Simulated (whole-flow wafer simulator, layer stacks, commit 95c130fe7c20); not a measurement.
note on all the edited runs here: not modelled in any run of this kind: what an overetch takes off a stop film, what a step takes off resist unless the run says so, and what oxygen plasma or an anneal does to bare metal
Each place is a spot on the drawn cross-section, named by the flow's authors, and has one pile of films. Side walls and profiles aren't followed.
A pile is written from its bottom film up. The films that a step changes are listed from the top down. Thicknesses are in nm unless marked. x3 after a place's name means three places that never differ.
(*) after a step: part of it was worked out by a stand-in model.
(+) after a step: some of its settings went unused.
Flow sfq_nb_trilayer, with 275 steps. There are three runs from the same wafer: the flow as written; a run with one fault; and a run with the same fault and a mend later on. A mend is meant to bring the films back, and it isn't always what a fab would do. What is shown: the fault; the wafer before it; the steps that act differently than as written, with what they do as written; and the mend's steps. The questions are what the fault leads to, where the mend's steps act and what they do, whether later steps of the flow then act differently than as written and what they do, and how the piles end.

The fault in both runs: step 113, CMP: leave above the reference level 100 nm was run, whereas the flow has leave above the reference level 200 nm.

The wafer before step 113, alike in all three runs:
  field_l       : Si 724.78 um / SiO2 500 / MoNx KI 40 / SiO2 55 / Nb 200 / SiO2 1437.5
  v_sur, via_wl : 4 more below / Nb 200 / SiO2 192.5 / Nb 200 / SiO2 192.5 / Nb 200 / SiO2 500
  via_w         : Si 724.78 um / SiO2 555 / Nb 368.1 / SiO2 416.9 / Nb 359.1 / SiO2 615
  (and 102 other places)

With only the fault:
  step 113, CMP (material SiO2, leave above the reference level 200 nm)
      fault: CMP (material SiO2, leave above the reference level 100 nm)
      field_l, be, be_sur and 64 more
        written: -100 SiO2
        fault: -200 SiO2
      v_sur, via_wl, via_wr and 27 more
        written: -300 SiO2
        fault: -400 SiO2
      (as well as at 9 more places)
  Later steps of the flow acting differently than as written (not shown: 3 more steps that differ only slightly, by at most 2% or 0.5 nm, whichever is larger):
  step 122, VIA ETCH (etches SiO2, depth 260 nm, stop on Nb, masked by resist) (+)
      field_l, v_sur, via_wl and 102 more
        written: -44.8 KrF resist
        fault: -25.8 KrF resist
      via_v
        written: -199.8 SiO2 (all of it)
        fault: -99.8 SiO2 (all of it)
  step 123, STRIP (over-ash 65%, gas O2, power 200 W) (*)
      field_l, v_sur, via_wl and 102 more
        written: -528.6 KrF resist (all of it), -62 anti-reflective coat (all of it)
        fault: -547.6 KrF resist (all of it), -62 anti-reflective coat (all of it)
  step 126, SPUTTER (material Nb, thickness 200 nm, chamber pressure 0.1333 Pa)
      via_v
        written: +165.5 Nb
        fault: +187.8 Nb
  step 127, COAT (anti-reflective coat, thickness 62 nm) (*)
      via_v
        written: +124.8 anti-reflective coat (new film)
        fault: +105 anti-reflective coat (new film)
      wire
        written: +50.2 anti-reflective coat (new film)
        fault: +48.9 anti-reflective coat (new film)
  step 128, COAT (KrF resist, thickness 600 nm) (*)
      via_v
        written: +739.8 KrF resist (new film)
        fault: +653 KrF resist (new film)
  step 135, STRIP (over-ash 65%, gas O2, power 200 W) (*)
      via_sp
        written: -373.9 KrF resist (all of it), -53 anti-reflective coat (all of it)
        fault: -382.6 KrF resist (all of it), -52.4 anti-reflective coat (all of it)
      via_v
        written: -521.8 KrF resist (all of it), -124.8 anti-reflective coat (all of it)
        fault: -435.3 KrF resist (all of it), -105 anti-reflective coat (all of it)
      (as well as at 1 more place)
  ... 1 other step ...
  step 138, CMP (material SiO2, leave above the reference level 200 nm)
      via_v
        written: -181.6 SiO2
        fault: -188.9 SiO2
  The piles end different from the flow's at field_l, v_sur, via_wl and 103 more by more than 2% or 0.5 nm, whichever is larger.
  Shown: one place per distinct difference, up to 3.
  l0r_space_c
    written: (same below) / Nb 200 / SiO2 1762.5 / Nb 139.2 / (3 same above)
    fault: (same below) / Nb 200 / SiO2 1662.5 / Nb 139.2 / (3 same above)
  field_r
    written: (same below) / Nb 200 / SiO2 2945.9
    fault: (same below) / Nb 200 / SiO2 2845.9
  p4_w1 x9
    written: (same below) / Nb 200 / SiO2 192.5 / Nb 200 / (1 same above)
    fault: (same below) / Nb 200 / SiO2 92.5 / Nb 200 / (1 same above)

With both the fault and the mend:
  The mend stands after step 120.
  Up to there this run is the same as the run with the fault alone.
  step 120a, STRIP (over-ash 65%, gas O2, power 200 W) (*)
      field_l, v_sur, via_wl and 102 more
        -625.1 KrF resist (all of it), -62 anti-reflective coat (all of it)
      via_v
        -62 anti-reflective coat (all of it)
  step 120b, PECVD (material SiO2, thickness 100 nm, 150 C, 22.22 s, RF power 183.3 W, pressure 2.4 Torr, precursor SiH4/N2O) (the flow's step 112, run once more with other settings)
      field_l, v_sur, via_wl and 103 more
        +100 SiO2
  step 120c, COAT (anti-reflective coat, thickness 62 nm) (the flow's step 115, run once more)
      field_l, v_sur, via_wl and 103 more
        +62 anti-reflective coat (new film)
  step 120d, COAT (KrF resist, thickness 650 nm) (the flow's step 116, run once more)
      field_l, v_sur, via_wl and 103 more
        +650 KrF resist (new film)
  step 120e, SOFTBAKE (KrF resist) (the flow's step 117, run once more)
      alters no film at any place that is followed
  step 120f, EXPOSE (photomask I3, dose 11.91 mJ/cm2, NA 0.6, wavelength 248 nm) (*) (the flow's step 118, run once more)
      alters no film at any place that is followed
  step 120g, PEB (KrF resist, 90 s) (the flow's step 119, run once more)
      field_l, v_sur, via_wl and 103 more
        -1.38 KrF resist
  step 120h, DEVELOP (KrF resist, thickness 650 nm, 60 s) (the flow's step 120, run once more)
      field_l, v_sur, via_wl and 102 more
        -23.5 KrF resist
      via_v
        -648.6 KrF resist (all of it)
  Every later step of the flow that is run acts as written at every place that is followed.
  At every place that both follow, the piles at the end match the flow's.
